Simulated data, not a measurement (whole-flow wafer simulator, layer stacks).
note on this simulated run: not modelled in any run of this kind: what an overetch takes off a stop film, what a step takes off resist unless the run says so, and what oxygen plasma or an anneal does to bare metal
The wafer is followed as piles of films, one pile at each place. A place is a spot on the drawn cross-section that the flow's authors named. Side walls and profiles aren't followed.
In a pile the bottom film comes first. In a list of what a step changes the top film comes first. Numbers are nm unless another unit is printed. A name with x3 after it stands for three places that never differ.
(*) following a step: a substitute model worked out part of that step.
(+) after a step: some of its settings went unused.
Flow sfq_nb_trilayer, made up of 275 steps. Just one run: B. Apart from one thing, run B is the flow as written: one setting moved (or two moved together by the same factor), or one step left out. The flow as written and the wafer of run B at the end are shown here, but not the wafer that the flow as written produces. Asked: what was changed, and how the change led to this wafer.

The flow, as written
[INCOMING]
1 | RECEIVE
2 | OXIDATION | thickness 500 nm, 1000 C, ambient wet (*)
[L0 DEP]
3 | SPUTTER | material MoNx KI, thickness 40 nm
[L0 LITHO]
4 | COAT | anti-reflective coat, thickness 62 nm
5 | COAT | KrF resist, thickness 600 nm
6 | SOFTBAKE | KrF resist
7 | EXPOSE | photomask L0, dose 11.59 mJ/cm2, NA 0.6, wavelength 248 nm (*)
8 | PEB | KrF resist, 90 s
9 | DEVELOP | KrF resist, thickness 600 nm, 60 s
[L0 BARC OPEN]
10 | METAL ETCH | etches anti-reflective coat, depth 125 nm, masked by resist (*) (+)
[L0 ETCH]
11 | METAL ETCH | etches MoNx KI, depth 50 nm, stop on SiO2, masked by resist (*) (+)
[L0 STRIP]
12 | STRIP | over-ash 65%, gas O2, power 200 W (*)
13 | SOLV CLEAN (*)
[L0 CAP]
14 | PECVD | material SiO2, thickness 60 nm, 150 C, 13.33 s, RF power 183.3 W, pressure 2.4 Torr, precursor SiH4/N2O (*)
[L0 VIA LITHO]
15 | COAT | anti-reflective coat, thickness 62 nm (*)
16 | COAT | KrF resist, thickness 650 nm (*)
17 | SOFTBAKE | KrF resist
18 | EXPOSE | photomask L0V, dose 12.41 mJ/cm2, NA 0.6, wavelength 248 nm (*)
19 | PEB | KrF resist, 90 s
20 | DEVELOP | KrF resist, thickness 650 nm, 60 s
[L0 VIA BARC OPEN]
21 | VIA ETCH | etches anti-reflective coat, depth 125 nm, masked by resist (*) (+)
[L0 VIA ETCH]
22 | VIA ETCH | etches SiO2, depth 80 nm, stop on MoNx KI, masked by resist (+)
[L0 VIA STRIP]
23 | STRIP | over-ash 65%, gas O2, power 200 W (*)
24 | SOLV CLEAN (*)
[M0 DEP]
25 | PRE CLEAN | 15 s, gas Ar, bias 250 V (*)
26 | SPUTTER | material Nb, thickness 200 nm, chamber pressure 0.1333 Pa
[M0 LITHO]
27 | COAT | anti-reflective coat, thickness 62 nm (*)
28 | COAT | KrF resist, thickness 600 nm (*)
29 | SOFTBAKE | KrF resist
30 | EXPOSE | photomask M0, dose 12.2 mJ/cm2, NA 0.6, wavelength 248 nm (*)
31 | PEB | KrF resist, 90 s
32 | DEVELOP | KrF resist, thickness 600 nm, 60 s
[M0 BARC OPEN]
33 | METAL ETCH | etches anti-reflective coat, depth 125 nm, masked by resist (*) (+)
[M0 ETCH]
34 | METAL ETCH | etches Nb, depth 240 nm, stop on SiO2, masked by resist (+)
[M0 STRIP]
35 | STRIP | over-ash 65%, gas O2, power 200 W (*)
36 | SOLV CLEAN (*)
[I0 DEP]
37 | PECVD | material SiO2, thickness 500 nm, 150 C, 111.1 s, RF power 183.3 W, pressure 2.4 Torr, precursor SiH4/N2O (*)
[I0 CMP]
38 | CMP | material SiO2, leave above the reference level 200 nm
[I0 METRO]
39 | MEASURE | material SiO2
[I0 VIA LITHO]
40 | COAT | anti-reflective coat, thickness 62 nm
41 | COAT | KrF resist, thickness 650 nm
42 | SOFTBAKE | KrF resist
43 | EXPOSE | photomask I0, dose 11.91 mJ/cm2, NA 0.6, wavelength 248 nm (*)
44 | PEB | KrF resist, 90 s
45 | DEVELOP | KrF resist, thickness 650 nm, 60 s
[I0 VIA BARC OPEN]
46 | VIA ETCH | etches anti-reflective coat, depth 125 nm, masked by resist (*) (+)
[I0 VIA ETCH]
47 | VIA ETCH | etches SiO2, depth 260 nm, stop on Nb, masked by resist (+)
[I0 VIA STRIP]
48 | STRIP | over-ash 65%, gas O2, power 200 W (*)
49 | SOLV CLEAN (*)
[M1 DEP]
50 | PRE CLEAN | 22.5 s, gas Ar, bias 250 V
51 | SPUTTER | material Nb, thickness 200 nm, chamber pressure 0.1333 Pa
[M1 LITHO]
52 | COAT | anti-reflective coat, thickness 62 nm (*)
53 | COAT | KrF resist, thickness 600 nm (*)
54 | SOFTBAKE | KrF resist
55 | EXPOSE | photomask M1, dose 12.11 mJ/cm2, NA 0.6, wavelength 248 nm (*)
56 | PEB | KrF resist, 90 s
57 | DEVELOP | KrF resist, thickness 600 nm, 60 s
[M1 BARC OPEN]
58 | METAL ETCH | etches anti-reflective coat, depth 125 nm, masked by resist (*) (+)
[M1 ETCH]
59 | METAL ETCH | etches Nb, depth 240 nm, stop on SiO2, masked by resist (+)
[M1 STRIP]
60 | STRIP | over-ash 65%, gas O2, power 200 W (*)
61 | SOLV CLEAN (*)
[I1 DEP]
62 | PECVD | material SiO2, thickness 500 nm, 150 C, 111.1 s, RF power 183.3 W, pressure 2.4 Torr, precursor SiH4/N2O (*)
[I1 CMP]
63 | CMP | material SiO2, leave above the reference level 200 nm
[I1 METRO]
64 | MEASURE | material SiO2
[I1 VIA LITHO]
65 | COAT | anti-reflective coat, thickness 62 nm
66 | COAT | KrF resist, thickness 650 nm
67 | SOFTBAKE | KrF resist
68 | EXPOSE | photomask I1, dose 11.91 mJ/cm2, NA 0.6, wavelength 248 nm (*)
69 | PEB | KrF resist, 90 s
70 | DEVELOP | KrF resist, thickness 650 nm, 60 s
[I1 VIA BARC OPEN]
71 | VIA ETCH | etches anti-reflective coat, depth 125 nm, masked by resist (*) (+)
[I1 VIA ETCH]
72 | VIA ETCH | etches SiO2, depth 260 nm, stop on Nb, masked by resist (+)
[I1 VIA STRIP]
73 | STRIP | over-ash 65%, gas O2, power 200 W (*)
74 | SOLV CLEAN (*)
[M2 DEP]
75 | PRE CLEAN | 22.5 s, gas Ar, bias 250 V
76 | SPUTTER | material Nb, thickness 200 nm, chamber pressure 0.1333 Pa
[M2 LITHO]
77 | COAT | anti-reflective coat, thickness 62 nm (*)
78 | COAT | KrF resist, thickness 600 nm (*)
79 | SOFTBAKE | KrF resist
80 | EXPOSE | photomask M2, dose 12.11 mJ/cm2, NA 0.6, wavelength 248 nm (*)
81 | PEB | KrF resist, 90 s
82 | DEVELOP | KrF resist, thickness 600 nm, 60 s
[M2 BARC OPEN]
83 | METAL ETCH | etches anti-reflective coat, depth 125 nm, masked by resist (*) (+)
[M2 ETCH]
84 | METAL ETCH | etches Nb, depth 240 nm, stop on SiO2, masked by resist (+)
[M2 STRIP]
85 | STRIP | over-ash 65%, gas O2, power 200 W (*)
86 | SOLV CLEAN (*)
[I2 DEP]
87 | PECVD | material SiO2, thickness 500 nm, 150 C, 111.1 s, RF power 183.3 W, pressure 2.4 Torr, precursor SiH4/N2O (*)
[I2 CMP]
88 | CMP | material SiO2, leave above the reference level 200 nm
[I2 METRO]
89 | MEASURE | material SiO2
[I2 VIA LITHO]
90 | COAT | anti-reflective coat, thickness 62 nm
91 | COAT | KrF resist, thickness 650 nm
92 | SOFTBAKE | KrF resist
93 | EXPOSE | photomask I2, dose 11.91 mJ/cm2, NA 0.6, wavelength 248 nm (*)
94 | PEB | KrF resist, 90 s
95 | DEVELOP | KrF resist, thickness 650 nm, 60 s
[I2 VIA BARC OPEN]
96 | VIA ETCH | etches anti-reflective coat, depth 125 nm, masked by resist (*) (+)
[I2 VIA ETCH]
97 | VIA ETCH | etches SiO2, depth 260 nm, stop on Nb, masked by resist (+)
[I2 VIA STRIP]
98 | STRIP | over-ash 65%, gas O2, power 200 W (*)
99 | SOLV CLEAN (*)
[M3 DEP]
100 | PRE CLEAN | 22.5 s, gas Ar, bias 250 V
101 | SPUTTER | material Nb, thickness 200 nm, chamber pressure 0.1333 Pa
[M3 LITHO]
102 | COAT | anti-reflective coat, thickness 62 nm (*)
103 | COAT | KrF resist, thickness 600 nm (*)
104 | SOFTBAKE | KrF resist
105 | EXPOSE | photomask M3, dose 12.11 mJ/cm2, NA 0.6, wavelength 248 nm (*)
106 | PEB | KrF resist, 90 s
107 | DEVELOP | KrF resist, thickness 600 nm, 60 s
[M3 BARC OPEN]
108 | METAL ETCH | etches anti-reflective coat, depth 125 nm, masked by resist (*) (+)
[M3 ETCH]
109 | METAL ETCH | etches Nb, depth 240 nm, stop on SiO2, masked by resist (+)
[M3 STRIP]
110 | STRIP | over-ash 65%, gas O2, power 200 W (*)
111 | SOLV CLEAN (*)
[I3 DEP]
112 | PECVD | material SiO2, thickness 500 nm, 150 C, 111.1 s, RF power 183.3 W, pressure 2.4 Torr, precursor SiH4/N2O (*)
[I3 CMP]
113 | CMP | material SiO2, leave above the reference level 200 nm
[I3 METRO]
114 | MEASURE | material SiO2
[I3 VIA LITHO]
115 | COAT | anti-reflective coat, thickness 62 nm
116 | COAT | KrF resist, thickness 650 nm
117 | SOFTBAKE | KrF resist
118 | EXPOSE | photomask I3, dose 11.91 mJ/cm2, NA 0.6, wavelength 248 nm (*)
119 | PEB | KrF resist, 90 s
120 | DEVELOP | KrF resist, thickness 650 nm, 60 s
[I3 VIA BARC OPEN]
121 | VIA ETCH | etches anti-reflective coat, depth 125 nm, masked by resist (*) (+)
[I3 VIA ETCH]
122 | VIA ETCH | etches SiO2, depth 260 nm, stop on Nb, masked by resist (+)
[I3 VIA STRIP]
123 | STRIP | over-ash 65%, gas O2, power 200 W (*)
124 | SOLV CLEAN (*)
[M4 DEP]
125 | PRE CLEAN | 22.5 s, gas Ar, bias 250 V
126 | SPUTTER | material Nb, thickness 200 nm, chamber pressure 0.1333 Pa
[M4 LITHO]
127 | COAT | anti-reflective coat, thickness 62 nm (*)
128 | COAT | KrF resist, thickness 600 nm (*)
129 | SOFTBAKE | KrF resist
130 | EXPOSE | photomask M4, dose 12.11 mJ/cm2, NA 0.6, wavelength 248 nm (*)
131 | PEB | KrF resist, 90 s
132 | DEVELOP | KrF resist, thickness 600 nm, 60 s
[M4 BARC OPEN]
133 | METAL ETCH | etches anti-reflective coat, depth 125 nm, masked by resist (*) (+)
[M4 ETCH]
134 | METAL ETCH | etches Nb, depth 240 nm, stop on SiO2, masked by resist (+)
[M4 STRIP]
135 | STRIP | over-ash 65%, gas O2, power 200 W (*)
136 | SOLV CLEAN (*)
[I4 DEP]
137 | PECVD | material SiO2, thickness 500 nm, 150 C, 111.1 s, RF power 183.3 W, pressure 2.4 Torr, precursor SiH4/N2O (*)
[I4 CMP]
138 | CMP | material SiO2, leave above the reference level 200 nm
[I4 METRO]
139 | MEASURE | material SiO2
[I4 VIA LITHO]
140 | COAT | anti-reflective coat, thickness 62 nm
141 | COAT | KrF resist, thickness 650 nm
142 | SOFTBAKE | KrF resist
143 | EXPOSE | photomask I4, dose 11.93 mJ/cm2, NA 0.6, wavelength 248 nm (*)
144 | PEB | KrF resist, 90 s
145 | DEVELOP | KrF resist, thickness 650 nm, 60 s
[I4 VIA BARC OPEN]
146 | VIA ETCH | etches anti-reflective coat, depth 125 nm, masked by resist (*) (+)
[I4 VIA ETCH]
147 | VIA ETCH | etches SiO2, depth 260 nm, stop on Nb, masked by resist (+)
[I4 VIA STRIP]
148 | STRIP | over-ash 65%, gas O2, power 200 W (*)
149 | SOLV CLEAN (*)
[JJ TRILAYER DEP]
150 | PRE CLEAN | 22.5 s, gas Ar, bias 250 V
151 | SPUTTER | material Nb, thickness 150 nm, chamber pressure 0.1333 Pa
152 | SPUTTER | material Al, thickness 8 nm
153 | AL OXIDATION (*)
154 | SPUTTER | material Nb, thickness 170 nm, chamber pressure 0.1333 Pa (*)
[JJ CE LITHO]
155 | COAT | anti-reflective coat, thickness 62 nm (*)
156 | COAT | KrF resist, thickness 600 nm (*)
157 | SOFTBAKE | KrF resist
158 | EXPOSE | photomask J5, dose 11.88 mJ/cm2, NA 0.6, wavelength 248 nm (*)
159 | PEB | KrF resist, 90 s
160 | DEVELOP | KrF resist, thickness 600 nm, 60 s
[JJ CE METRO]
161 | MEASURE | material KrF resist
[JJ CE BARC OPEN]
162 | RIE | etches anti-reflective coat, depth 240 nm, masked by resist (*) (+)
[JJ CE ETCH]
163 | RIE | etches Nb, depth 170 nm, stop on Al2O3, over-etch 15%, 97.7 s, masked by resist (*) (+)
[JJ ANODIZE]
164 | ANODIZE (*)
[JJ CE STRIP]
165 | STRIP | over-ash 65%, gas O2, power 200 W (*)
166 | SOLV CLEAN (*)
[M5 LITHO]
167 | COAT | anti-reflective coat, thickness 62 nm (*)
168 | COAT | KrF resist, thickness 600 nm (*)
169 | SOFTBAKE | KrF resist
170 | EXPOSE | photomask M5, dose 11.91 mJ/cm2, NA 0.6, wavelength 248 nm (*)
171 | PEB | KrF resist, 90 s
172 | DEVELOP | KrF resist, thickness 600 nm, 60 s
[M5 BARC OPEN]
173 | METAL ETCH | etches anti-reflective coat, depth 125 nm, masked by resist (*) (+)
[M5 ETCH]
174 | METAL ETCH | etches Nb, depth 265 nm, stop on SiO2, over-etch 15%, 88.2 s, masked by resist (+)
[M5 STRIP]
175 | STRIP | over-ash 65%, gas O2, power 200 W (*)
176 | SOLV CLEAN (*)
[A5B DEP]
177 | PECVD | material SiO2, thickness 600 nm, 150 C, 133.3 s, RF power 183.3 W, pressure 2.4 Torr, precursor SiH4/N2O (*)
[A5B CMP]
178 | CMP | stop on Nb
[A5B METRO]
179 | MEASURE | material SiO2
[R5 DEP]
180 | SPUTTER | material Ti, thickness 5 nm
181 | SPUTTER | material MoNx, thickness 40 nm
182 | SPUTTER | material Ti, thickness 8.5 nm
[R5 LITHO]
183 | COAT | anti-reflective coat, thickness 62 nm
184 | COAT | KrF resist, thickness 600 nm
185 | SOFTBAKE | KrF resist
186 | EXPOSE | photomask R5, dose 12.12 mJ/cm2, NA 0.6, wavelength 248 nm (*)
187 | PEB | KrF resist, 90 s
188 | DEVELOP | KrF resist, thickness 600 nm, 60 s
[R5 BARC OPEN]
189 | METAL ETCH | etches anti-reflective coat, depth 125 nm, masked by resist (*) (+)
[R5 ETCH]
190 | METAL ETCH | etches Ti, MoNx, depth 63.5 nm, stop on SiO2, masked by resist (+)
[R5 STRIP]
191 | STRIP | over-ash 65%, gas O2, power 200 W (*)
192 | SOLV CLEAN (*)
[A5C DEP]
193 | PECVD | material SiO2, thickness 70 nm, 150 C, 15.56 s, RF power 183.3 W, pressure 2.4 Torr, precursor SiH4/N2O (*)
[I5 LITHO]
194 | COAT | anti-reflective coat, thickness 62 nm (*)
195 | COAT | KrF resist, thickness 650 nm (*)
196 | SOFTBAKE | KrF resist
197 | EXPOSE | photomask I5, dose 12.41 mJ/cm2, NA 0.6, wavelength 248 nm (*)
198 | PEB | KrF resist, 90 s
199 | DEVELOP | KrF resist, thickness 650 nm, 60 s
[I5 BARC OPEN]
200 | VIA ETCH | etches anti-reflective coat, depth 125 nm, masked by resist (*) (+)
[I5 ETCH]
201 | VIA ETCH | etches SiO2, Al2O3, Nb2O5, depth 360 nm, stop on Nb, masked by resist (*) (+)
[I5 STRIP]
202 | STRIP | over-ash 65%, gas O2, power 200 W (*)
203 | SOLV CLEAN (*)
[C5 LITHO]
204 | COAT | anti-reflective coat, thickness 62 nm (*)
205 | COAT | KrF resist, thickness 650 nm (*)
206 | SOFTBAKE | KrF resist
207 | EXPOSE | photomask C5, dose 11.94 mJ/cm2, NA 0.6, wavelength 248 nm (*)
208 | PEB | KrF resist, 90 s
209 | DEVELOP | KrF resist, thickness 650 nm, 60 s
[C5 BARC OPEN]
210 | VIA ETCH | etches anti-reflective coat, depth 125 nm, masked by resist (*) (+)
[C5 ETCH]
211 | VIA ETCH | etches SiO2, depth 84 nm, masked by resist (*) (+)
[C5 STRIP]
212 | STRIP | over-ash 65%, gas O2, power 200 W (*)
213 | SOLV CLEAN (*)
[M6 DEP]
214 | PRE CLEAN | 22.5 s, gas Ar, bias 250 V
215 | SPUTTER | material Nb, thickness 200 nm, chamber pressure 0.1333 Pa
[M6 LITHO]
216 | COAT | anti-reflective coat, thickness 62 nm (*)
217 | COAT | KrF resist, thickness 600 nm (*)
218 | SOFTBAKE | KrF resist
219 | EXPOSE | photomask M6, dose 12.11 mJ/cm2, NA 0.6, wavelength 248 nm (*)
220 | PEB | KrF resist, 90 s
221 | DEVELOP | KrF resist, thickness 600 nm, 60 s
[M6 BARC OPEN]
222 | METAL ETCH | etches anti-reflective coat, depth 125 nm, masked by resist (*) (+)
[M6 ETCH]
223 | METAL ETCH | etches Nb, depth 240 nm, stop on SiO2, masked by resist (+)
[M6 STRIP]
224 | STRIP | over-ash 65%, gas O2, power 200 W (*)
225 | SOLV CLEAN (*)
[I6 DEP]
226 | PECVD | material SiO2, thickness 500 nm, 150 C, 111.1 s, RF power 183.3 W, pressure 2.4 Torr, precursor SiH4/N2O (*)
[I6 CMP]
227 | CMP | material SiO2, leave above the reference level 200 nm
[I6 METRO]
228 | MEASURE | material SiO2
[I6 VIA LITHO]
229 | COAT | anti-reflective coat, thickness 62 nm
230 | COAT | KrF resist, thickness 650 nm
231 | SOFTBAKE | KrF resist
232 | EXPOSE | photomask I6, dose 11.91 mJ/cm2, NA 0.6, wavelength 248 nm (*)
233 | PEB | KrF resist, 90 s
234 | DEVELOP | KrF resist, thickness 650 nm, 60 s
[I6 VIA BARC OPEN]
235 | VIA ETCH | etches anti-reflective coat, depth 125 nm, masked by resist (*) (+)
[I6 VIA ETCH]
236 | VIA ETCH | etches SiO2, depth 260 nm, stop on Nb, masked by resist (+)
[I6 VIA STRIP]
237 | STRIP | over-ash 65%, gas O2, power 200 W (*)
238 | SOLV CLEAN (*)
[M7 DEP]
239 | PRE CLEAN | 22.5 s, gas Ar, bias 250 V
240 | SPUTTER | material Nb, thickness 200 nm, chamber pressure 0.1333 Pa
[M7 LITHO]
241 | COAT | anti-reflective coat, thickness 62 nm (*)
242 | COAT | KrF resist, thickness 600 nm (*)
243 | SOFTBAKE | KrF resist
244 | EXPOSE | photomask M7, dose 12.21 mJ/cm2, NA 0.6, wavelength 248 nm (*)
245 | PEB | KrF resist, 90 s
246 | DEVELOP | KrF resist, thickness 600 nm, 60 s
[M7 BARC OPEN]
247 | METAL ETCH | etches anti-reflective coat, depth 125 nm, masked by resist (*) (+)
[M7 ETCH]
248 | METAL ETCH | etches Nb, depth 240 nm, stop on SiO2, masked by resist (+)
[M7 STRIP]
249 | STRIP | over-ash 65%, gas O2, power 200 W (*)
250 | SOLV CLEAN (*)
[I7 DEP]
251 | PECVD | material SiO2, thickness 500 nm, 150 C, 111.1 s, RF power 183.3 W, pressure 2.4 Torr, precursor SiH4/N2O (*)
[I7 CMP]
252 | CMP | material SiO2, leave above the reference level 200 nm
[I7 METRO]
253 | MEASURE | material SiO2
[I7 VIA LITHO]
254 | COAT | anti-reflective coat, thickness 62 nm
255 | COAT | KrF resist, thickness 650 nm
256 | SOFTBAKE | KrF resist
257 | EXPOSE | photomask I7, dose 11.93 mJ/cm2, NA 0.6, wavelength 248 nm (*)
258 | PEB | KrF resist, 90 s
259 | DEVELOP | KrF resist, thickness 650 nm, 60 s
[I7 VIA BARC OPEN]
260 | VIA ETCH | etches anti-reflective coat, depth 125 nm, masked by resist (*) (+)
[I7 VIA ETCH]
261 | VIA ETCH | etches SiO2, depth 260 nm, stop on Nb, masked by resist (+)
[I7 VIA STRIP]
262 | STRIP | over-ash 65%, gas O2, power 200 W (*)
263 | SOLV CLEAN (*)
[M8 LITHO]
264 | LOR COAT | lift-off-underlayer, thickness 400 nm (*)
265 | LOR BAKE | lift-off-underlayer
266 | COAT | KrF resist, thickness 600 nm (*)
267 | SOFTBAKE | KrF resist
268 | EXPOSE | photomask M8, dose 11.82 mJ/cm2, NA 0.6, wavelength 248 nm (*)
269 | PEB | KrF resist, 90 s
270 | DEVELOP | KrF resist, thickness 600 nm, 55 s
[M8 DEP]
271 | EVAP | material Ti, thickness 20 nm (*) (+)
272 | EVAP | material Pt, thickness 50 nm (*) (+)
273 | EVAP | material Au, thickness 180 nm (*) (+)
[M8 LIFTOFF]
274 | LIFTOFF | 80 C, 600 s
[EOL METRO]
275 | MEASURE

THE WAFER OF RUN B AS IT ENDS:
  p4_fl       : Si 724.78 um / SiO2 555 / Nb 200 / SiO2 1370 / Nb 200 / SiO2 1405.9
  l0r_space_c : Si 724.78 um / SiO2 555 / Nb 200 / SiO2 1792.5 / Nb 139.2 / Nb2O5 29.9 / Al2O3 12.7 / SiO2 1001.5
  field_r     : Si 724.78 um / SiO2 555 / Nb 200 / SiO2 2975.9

The reason: step 138, CMP: leave above the reference level 230 nm was run, whereas the flow has leave above the reference level 200 nm.

The path from the change to this, step by step:
  138 | CMP | material SiO2, leave above the reference level 200 nm
      field_l, be, be_sur and 55 more: -70 SiO2 (in the flow as written it would be: -100 SiO2)
      v_sur, via_wl, via_w and 35 more: -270 SiO2 (in the flow as written it would be: -300 SiO2)
      (and at 10 other places as well)
  147 | VIA ETCH | etches SiO2, depth 260 nm, stop on Nb, masked by resist (+)
      via_wl, via_w, via_wr: -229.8 SiO2 (all of it) (in the flow as written it would be: -199.8 SiO2 (all of it))
  151 | SPUTTER | material Nb, thickness 150 nm, chamber pressure 0.1333 Pa
      via_wl, via_w, via_wr: +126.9 Nb (in the flow as written it would be: +130.4 Nb)
  154 | SPUTTER | material Nb, thickness 170 nm, chamber pressure 0.1333 Pa (*)
      via_wl, via_wr: +135.4 Nb (new film) (in the flow as written it would be: +140.7 Nb (new film))
      via_w: +135.7 Nb (new film) (in the flow as written it would be: +141 Nb (new film))
  155 | COAT | anti-reflective coat, thickness 62 nm (*)
      via_wl, via_wr: +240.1 anti-reflective coat (new film) (in the flow as written it would be: +209.4 anti-reflective coat (new film))
      v_sur: +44 anti-reflective coat (new film) (in the flow as written it would be: +45.1 anti-reflective coat (new film))
      (and at 1 other place as well)
  156 | COAT | KrF resist, thickness 600 nm (*)
      via_w: +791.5 KrF resist (new film) (in the flow as written it would be: +763.8 KrF resist (new film))
  160 | DEVELOP | KrF resist, thickness 600 nm, 60 s
      via_w: -789.8 KrF resist (all of it) (in the flow as written it would be: -762.1 KrF resist (all of it))
  162 | RIE | etches anti-reflective coat, depth 240 nm, masked by resist (*) (+)
      ce_l, c5j, ce_r, wl_jj: -240 KrF resist (in the flow as written it would be: -209.4 KrF resist)
      via_wl, via_wr: -240.1 anti-reflective coat (all of it) (in the flow as written it would be: -209.4 anti-reflective coat (all of it))
      (and at 2 other places as well)
  163 | RIE | etches Nb, depth 170 nm, stop on Al2O3, over-etch 15%, 97.7 s, masked by resist (*) (+)
      via_wl, via_wr: -135.4 Nb (all of it), -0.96 Al2O3 (all of it) (in the flow as written it would be: -140.7 Nb (all of it), -0.96 Al2O3 (all of it))
      via_w: -135.7 Nb (all of it), -0.96 Al2O3 (all of it) (in the flow as written it would be: -141 Nb (all of it), -0.96 Al2O3 (all of it))
  164 | ANODIZE (*)
      via_w: +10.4 Al2O3 (new film), +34 Nb2O5 (new film), -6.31 Al (all of it), -12.2 Nb (in the flow as written it would be: +10.8 Al2O3 (new film), +33.3 Nb2O5 (new film), -6.54 Al (all of it), -12 Nb)
  165 | STRIP | over-ash 65%, gas O2, power 200 W (*)
      ce_l: -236 KrF resist (all of it), -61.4 anti-reflective coat (all of it) (in the flow as written it would be: -266.8 KrF resist (all of it), -61.4 anti-reflective coat (all of it))
      c5j: -236 KrF resist (all of it), -61.4 anti-reflective coat (all of it) (in the flow as written it would be: -266.9 KrF resist (all of it), -61.5 anti-reflective coat (all of it))
      (and at 2 other places as well)
  167 | COAT | anti-reflective coat, thickness 62 nm (*)
      v_sur: +43.9 anti-reflective coat (new film) (in the flow as written it would be: +44.9 anti-reflective coat (new film))
      via_wl: +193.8 anti-reflective coat (new film) (in the flow as written it would be: +170.5 anti-reflective coat (new film))
      (and at 3 other places as well)
  168 | COAT | KrF resist, thickness 600 nm (*)
      via_w: +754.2 KrF resist (new film) (in the flow as written it would be: +732.6 KrF resist (new film))
  175 | STRIP | over-ash 65%, gas O2, power 200 W (*)
      v_sur: -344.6 KrF resist (all of it), -43.9 anti-reflective coat (all of it) (in the flow as written it would be: -349.2 KrF resist (all of it), -44.9 anti-reflective coat (all of it))
      via_wl: -429.5 KrF resist (all of it), -193.8 anti-reflective coat (all of it) (in the flow as written it would be: -427 KrF resist (all of it), -170.5 anti-reflective coat (all of it))
      (and at 3 other places as well)
  177 | PECVD | material SiO2, thickness 600 nm, 150 C, 133.3 s, RF power 183.3 W, pressure 2.4 Torr, precursor SiH4/N2O (*)
      via_wl, via_wr: +625 SiO2 (new film) (in the flow as written it would be: +600 SiO2 (new film))
      via_w: +625.5 SiO2 (new film) (in the flow as written it would be: +600 SiO2 (new film))
  178 | CMP | stop on Nb
      via_wl, via_wr: -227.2 SiO2 (in the flow as written it would be: -235.7 SiO2)
      via_w: -227.2 SiO2 (in the flow as written it would be: -235.2 SiO2)
